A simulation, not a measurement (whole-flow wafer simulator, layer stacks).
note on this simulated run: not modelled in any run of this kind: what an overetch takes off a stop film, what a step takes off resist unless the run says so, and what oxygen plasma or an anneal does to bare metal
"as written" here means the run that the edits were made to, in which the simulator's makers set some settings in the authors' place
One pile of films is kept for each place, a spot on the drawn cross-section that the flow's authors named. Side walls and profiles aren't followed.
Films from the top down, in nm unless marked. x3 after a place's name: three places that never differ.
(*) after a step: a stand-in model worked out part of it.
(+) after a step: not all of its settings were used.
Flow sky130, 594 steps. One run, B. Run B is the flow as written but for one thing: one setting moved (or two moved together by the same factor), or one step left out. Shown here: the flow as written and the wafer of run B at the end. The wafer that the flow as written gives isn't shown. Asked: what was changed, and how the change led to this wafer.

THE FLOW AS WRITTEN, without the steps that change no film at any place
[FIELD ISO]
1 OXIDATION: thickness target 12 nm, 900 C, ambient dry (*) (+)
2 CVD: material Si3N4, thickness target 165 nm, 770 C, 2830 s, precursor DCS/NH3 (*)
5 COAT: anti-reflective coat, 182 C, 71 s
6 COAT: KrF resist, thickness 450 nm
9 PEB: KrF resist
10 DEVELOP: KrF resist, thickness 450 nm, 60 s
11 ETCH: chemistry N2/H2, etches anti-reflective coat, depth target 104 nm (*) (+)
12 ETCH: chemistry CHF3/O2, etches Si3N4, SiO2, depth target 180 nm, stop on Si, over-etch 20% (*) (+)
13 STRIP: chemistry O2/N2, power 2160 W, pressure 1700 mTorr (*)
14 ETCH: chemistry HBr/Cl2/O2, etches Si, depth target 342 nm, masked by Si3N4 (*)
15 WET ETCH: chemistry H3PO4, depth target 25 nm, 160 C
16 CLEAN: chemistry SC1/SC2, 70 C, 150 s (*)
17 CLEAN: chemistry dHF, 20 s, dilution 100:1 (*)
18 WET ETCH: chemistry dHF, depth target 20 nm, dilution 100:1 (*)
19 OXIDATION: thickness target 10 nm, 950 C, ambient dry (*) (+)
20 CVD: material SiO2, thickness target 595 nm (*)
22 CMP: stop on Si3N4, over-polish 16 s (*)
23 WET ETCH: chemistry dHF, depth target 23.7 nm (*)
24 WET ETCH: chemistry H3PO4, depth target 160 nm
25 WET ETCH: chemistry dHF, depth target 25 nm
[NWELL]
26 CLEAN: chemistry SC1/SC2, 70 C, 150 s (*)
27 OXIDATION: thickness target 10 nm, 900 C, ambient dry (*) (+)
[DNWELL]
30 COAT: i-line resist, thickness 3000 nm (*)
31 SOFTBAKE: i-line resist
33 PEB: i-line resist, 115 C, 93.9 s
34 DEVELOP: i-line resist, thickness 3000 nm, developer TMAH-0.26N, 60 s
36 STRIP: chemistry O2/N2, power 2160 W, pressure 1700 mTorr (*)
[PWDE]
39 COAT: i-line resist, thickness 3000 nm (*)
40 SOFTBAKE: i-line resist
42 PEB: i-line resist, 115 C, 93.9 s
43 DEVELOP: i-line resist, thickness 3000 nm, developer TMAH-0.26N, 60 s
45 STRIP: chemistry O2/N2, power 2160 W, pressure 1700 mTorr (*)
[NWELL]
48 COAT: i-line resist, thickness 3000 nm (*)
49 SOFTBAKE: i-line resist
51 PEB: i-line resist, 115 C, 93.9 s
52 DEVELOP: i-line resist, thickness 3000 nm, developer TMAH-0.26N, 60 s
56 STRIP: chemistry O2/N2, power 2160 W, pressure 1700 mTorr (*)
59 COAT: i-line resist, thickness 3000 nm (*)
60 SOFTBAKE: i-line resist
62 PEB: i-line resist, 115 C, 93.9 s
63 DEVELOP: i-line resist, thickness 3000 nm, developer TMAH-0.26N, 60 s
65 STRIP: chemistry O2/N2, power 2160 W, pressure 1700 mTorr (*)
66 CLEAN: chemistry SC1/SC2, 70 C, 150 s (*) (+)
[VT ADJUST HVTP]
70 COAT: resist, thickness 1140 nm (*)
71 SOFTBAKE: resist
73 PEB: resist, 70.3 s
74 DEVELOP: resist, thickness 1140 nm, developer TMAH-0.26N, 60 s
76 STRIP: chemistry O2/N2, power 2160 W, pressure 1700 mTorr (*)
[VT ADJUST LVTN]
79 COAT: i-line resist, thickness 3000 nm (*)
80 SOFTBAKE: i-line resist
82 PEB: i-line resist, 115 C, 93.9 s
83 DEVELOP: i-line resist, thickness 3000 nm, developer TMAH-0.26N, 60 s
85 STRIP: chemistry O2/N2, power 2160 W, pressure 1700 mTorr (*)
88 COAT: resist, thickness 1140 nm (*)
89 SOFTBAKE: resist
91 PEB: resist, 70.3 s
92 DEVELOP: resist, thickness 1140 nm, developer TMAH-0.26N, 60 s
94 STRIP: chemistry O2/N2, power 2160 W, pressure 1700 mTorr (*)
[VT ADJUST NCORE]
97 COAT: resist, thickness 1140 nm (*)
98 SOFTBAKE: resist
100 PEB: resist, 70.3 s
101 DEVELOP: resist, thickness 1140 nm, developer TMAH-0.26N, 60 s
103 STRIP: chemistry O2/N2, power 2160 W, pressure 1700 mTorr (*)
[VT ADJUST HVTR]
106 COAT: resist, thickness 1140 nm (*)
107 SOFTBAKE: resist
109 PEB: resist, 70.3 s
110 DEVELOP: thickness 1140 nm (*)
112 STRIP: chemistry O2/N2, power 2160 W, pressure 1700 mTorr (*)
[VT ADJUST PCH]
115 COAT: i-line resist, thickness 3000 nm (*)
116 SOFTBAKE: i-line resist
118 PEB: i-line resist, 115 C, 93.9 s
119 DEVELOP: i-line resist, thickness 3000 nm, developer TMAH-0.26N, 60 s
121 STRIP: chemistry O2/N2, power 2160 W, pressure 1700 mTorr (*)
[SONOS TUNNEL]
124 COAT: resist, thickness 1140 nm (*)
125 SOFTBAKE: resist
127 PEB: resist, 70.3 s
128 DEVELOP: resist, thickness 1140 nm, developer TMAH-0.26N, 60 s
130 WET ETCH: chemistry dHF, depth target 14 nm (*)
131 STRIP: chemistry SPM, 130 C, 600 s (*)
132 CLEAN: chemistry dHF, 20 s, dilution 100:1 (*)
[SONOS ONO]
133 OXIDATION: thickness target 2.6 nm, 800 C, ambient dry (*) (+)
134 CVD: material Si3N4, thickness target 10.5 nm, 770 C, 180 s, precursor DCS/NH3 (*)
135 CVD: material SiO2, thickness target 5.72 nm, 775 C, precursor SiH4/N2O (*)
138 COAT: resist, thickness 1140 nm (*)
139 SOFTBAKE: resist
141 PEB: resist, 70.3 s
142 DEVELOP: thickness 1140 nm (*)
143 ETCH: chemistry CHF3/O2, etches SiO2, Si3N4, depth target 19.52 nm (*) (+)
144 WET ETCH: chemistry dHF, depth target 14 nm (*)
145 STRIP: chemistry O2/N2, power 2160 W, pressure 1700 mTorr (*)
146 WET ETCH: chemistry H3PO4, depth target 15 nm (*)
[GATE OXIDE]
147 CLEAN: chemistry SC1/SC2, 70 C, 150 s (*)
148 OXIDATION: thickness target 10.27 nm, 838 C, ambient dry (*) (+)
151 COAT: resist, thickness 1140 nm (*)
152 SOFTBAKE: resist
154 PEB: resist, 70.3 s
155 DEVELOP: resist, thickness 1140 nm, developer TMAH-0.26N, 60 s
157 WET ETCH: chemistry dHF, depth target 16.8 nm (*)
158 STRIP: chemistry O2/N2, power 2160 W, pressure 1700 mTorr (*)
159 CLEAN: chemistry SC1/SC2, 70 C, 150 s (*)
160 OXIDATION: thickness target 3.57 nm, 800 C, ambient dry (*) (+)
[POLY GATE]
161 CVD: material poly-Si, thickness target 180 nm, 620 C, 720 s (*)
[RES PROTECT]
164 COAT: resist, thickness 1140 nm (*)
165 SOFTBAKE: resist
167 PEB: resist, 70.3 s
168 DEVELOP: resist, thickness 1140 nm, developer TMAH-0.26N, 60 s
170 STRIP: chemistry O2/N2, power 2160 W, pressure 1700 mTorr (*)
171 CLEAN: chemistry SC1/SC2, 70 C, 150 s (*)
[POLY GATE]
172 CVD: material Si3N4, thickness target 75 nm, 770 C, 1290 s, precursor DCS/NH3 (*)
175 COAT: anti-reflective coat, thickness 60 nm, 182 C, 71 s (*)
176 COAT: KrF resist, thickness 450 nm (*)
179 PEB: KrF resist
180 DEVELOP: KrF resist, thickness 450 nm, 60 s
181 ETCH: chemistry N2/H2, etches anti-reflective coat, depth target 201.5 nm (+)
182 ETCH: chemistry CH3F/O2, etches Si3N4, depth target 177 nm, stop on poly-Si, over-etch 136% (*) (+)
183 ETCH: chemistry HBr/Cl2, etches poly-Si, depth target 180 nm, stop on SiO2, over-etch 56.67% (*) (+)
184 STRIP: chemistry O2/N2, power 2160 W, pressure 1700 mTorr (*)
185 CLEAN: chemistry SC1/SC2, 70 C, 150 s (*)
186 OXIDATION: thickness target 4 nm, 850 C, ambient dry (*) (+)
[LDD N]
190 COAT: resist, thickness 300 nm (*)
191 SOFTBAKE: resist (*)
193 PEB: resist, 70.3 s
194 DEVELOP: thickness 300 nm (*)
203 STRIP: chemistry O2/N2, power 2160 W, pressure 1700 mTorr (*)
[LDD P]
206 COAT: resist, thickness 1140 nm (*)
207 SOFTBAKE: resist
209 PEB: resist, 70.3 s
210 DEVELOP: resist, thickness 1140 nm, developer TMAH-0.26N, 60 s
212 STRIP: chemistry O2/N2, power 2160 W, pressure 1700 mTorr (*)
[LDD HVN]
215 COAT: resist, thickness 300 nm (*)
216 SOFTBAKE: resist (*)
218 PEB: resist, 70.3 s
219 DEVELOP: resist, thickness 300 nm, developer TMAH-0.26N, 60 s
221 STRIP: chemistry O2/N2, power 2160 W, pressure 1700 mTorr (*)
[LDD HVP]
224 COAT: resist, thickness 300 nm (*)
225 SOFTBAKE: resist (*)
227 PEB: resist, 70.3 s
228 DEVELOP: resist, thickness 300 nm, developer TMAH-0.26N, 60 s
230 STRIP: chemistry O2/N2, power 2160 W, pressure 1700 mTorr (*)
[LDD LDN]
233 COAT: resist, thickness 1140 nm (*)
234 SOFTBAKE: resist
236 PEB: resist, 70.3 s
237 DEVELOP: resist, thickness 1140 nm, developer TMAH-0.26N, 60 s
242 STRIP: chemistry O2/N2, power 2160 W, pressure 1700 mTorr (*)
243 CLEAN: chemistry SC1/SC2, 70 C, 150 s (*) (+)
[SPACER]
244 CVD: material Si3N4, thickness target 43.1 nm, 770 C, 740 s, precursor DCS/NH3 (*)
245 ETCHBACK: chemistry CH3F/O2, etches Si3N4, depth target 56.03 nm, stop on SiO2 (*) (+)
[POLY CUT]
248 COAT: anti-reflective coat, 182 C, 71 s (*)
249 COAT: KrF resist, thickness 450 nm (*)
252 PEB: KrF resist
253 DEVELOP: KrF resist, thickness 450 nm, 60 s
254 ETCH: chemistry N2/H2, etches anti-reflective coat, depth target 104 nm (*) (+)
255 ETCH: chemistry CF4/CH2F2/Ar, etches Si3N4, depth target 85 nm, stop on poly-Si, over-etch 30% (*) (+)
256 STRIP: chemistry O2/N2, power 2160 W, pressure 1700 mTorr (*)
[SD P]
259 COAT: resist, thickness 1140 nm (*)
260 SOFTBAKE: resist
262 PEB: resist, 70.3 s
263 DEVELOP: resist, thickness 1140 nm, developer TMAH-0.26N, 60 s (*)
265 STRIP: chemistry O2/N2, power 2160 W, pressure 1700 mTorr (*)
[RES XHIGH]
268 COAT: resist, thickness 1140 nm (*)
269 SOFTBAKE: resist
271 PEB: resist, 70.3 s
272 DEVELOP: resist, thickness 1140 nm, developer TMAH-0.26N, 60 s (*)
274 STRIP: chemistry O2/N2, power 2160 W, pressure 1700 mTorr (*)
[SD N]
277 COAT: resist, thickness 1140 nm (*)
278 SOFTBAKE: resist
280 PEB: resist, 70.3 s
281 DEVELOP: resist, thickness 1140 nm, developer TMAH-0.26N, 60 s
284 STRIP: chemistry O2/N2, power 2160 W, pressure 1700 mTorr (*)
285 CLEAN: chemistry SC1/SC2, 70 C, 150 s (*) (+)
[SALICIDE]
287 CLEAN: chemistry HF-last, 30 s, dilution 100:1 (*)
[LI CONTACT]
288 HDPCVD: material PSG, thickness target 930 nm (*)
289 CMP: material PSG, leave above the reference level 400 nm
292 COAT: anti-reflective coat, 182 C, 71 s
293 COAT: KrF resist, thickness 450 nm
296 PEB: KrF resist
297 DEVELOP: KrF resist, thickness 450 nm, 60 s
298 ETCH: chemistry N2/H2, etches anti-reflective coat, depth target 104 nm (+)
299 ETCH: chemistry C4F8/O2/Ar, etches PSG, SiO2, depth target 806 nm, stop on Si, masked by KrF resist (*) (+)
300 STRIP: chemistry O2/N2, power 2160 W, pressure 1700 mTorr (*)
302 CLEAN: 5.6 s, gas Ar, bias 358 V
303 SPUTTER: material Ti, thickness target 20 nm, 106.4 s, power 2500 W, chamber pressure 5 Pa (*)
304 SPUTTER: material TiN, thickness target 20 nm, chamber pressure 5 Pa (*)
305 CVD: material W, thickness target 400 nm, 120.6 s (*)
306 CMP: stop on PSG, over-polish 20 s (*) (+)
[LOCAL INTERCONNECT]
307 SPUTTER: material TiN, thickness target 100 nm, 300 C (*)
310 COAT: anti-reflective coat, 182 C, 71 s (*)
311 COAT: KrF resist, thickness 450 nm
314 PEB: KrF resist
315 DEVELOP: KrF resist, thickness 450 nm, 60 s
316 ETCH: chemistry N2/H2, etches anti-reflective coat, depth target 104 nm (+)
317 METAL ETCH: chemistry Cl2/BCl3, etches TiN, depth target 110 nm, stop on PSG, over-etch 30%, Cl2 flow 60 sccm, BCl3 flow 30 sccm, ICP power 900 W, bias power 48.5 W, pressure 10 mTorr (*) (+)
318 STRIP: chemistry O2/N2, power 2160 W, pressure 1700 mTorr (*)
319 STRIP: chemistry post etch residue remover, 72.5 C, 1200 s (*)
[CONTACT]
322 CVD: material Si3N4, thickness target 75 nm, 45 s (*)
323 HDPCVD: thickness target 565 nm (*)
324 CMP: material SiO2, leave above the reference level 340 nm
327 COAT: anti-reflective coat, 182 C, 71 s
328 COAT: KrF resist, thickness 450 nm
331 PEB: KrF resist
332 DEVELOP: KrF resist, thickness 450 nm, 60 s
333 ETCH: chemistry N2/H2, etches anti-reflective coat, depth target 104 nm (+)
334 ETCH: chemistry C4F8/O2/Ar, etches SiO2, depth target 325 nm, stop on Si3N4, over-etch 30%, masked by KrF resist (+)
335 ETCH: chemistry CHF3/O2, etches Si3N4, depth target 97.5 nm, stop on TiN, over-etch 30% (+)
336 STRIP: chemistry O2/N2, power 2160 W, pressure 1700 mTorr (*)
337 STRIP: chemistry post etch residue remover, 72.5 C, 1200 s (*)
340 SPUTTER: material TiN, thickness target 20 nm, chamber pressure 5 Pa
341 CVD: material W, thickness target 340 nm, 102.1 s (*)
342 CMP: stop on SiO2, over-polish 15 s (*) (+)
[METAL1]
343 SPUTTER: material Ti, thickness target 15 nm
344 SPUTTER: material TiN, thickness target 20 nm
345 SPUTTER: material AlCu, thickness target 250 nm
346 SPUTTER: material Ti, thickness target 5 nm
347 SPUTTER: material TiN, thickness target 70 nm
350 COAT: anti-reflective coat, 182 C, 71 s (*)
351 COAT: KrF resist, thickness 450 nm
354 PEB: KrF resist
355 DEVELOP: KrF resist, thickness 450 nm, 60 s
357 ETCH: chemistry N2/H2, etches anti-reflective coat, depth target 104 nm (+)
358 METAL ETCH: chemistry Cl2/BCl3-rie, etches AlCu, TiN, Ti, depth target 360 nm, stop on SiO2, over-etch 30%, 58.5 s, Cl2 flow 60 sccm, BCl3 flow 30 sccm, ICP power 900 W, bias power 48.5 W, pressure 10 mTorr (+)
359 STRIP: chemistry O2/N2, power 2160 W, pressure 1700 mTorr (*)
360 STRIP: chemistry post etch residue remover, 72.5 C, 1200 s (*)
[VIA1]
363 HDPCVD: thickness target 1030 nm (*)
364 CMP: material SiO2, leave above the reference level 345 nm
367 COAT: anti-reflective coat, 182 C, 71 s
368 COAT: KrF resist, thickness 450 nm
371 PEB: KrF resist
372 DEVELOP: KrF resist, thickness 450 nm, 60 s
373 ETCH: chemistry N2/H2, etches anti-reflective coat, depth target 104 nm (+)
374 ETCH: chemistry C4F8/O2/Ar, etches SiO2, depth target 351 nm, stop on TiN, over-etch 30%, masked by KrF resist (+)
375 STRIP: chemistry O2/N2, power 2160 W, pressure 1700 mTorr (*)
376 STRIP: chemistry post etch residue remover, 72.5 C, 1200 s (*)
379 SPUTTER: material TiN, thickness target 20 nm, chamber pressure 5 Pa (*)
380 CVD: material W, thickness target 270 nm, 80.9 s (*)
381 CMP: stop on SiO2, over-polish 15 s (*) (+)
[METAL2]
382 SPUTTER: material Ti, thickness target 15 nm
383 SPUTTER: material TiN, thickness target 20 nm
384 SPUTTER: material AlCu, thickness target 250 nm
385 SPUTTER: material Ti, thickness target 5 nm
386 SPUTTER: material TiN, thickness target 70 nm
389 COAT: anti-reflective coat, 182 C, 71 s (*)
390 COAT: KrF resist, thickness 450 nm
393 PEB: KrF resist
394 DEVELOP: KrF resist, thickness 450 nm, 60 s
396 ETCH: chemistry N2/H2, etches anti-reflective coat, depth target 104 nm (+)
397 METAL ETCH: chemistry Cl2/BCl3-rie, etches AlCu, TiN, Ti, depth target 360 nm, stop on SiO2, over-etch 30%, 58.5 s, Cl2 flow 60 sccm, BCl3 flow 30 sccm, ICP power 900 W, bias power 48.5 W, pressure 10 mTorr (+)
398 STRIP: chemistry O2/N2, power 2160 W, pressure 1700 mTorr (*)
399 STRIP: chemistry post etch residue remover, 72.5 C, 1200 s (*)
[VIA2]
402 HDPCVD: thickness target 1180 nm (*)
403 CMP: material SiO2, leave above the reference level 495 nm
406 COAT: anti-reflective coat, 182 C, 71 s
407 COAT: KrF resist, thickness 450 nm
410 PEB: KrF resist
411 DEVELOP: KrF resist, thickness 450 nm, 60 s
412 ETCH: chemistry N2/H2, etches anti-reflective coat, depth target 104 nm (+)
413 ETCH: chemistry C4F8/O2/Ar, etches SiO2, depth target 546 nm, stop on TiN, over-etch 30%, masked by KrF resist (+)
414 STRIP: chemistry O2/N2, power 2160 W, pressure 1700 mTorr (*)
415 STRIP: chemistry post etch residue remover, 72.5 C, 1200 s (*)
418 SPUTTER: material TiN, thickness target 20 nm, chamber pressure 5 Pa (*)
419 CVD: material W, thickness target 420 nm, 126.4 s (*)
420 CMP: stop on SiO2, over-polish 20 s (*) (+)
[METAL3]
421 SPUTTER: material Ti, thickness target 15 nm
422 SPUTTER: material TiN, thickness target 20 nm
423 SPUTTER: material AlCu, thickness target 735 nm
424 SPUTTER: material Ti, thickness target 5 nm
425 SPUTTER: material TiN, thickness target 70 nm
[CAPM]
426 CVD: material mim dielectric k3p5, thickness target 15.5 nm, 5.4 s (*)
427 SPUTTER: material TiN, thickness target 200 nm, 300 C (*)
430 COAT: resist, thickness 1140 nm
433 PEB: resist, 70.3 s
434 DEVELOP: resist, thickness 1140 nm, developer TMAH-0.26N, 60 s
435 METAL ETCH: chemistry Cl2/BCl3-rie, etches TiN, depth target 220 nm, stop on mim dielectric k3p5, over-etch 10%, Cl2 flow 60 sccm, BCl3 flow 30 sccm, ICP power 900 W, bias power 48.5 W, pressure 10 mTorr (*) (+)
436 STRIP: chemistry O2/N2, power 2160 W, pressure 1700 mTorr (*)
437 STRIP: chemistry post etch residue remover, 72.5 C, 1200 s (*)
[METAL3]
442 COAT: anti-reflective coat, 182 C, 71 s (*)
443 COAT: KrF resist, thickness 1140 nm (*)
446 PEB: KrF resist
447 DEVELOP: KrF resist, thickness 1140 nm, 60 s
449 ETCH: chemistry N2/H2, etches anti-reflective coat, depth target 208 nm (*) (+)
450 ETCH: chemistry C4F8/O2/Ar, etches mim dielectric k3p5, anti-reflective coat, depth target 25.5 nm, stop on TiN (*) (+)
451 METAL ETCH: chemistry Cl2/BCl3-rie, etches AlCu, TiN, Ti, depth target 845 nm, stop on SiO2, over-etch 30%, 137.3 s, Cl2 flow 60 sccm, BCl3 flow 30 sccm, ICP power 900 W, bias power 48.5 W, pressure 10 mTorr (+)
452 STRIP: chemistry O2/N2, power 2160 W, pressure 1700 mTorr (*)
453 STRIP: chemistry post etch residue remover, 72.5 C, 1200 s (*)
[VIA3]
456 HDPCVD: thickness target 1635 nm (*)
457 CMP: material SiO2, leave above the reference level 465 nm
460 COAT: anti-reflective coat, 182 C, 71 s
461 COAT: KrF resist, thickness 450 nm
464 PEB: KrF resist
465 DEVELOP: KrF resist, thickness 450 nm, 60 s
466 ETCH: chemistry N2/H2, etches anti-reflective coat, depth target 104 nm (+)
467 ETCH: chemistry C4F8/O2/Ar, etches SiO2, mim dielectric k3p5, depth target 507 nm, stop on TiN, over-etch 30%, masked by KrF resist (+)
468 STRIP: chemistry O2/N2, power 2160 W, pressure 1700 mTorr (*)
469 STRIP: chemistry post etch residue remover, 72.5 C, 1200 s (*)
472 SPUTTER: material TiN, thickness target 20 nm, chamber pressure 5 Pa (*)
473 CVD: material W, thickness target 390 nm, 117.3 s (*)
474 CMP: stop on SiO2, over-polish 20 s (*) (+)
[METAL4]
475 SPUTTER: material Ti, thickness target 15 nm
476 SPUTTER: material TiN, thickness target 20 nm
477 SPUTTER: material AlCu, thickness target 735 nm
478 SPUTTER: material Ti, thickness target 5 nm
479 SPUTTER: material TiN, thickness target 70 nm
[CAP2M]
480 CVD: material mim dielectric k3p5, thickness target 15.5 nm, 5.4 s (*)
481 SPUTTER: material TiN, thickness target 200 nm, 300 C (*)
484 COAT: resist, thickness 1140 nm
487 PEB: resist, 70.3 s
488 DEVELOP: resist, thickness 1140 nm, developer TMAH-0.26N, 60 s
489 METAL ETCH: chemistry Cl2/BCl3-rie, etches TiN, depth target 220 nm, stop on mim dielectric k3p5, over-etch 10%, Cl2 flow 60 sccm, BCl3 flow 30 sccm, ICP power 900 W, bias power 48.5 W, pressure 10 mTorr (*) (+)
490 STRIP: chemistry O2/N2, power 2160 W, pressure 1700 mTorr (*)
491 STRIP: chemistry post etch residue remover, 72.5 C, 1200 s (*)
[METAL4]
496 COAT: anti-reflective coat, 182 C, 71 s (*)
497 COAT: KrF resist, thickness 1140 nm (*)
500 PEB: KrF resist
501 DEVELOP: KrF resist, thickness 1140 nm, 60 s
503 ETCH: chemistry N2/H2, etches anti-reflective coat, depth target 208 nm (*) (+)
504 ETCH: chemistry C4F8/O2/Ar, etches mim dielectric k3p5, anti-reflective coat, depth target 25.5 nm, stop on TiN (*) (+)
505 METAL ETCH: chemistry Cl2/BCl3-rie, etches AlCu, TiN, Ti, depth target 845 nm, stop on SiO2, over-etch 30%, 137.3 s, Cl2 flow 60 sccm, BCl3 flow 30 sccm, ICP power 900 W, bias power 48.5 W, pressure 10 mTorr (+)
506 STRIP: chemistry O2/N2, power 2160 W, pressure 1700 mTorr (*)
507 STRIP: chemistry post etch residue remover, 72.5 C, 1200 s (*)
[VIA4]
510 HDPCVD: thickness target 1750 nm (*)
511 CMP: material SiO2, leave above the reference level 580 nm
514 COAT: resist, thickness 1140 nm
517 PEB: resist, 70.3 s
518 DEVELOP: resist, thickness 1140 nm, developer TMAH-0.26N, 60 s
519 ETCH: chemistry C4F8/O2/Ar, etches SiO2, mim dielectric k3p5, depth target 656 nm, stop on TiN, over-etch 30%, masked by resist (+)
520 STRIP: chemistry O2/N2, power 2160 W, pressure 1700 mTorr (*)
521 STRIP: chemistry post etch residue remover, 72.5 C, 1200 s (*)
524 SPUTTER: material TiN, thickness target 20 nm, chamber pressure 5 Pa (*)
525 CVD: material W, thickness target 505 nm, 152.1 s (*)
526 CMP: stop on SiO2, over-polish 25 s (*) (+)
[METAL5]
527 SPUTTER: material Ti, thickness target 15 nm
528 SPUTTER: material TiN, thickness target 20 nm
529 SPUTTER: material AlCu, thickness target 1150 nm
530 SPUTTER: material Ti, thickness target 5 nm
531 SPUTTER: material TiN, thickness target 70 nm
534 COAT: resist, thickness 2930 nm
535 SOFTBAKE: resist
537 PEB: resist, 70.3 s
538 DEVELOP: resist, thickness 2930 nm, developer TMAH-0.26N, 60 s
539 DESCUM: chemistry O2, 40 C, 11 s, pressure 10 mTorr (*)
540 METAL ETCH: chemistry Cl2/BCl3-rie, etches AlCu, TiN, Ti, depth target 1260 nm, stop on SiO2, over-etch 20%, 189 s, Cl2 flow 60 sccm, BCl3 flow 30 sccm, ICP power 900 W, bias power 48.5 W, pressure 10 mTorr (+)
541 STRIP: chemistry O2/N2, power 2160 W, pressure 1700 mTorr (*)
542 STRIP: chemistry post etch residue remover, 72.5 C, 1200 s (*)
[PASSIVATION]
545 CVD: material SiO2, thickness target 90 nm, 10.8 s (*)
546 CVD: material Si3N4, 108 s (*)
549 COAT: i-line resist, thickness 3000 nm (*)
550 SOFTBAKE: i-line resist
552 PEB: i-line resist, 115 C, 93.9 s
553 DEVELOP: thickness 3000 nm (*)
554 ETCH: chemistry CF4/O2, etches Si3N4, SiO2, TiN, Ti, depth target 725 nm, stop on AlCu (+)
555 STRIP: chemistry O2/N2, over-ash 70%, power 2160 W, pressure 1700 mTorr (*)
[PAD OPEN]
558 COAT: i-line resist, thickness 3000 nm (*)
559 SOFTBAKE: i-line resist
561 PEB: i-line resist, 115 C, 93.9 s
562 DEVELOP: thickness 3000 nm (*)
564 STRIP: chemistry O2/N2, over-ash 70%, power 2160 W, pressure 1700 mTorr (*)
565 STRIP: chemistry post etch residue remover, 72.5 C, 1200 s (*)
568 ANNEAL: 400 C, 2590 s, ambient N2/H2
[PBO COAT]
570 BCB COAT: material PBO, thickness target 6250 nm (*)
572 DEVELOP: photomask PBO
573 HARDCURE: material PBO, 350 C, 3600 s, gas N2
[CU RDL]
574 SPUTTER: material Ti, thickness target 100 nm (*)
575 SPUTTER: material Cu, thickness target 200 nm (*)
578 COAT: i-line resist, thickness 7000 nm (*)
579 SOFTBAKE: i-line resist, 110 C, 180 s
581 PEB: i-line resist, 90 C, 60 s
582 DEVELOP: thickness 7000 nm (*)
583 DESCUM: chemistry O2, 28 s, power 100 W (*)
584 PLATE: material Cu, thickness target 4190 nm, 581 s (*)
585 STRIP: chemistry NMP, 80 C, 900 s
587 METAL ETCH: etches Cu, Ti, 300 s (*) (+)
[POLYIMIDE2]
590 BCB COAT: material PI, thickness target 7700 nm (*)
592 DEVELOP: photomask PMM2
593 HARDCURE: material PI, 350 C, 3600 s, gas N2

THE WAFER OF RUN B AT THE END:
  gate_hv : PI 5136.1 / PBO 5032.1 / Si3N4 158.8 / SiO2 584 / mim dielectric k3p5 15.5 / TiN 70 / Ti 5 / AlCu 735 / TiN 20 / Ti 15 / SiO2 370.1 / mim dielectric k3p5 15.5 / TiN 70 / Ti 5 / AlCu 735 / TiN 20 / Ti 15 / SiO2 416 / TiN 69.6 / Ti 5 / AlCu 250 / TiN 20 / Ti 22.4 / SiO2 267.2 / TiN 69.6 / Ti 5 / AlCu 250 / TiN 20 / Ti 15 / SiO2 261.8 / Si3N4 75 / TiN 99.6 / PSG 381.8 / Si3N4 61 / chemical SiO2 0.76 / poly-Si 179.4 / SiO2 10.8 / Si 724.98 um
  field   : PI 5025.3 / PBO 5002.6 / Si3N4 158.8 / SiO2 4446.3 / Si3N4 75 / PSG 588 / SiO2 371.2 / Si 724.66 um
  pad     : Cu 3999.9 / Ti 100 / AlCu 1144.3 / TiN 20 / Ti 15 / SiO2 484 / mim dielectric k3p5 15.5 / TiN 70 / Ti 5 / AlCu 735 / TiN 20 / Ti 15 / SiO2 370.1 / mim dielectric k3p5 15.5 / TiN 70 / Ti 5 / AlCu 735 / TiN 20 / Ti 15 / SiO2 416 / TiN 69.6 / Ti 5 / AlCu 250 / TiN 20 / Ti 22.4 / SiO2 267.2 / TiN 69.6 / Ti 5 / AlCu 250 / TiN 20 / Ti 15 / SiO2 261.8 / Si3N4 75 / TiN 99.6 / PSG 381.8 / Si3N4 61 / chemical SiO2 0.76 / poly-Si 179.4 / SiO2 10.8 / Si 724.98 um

The cause: step 382, SPUTTER: thickness target 22.4 nm was run, where the flow has thickness target 15 nm.
It can be read off the wafer: gate_hv has Ti 22.4, and step 382 as written asks for 15 nm.

How the change led to this, step by step:
  382 SPUTTER: material Ti, thickness target 15 nm
      field, active, n_well and 188 more: Ti +22.4 (new film) (as written it would be: Ti +15 (new film))
  397 METAL ETCH: chemistry Cl2/BCl3-rie, etches AlCu, TiN, Ti, depth target 360 nm, stop on SiO2, over-etch 30%, 58.5 s, Cl2 flow 60 sccm, BCl3 flow 30 sccm, ICP power 900 W, bias power 48.5 W, pressure 10 mTorr (+)
      field, active, gate and 82 more: TiN -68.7 (all of it), Ti -5 (all of it), AlCu -250 (all of it), TiN -20 (all of it), Ti -22.4 (all of it), SiO2 -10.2 (as written it would be: TiN -68.7 (all of it), Ti -5 (all of it), AlCu -250 (all of it), TiN -20 (all of it), Ti -15 (all of it), SiO2 -10.9)
  550 SOFTBAKE: i-line resist
      via1_hole: i-line resist -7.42 (as written it would be: i-line resist -8.29)
      via1_enc: i-line resist -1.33 (as written it would be: i-line resist -2.14)
  559 SOFTBAKE: i-line resist
      via1_hole: i-line resist -7.42 (as written it would be: i-line resist -8.29)
      via1_enc: i-line resist -1.33 (as written it would be: i-line resist -2.14)
